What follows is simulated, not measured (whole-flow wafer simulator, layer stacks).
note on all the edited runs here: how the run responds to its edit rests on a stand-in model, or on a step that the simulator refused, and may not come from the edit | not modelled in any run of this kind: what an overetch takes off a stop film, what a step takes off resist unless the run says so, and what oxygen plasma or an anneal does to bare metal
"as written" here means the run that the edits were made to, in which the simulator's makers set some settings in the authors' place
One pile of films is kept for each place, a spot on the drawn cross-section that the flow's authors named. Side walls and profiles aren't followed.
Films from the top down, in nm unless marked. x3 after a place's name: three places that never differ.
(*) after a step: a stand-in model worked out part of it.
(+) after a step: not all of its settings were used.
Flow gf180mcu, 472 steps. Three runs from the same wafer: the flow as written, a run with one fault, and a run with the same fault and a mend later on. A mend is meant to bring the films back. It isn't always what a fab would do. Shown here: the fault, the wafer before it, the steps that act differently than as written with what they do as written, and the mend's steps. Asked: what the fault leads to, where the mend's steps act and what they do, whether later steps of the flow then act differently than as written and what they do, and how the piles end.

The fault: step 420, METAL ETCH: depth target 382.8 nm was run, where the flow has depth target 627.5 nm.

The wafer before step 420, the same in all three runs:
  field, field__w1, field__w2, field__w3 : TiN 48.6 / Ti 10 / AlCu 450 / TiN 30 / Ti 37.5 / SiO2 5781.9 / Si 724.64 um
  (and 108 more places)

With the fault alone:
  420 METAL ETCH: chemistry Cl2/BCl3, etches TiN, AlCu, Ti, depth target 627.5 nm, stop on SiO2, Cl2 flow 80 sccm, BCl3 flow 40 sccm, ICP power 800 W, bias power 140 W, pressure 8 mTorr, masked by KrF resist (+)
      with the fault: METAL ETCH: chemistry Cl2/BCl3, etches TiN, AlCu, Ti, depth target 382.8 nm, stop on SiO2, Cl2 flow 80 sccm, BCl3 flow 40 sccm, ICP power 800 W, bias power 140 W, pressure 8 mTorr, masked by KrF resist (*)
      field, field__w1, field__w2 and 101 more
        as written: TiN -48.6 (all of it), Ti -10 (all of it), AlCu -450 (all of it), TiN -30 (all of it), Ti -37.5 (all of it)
        with the fault: TiN -48.6 (all of it), Ti -10 (all of it), AlCu -324.2
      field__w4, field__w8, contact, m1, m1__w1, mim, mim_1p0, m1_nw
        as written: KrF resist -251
        with the fault: KrF resist -153.1
  Later steps of the flow that act differently than as written (1 more step differs only slightly, by at most 2% or 0.5 nm, whichever is larger, and isn't shown):
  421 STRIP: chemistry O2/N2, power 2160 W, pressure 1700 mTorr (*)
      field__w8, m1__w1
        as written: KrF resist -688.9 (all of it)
        with the fault: KrF resist -786.7 (all of it)
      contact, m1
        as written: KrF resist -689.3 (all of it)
        with the fault: KrF resist -787.2 (all of it)
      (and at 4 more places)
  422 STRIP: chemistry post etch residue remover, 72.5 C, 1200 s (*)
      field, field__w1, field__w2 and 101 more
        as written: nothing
        with the fault: AlCu -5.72
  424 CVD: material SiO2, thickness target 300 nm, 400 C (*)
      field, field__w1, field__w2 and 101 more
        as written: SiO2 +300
        with the fault: SiO2 +300 (new film)
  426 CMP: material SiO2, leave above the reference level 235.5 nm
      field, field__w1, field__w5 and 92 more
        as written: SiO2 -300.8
        with the fault: SiO2 -488.4
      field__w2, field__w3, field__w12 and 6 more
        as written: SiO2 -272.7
        with the fault: SiO2 -468.7
  At the end the piles differ from the flow's by more than 2% or 0.5 nm, whichever is larger, at field, field__w1, field__w2 and 101 more.
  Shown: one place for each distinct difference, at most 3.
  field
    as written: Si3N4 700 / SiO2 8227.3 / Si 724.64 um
    with the fault: Si3N4 700 / SiO2 2257.8 / AlCu 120 / TiN 30 / Ti 37.5 / SiO2 5781.9 / Si 724.64 um
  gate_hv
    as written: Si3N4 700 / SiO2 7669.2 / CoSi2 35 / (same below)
    with the fault: Si3N4 700 / SiO2 2257.8 / AlCu 120 / TiN 30 / Ti 37.5 / SiO2 5223.8 / CoSi2 35 / (same below)
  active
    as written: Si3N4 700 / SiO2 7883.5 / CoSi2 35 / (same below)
    with the fault: Si3N4 700 / SiO2 2257.8 / AlCu 120 / TiN 30 / Ti 37.5 / SiO2 5438.1 / CoSi2 35 / (same below)

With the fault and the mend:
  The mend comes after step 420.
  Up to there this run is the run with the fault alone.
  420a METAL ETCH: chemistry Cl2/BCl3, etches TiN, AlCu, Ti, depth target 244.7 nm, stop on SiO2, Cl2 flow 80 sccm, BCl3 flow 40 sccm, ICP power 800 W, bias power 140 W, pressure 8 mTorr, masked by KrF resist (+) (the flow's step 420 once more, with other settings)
      field, field__w1, field__w2 and 101 more
        AlCu -125.8 (all of it), TiN -30 (all of it), Ti -37.5 (all of it)
      field__w4, field__w8, contact, m1, m1__w1, mim, mim_1p0, m1_nw
        KrF resist -97.9
  No later step of the flow acts differently than as written at any place that is followed.
  At the end the piles are the same as the flow's at every place that both follow.
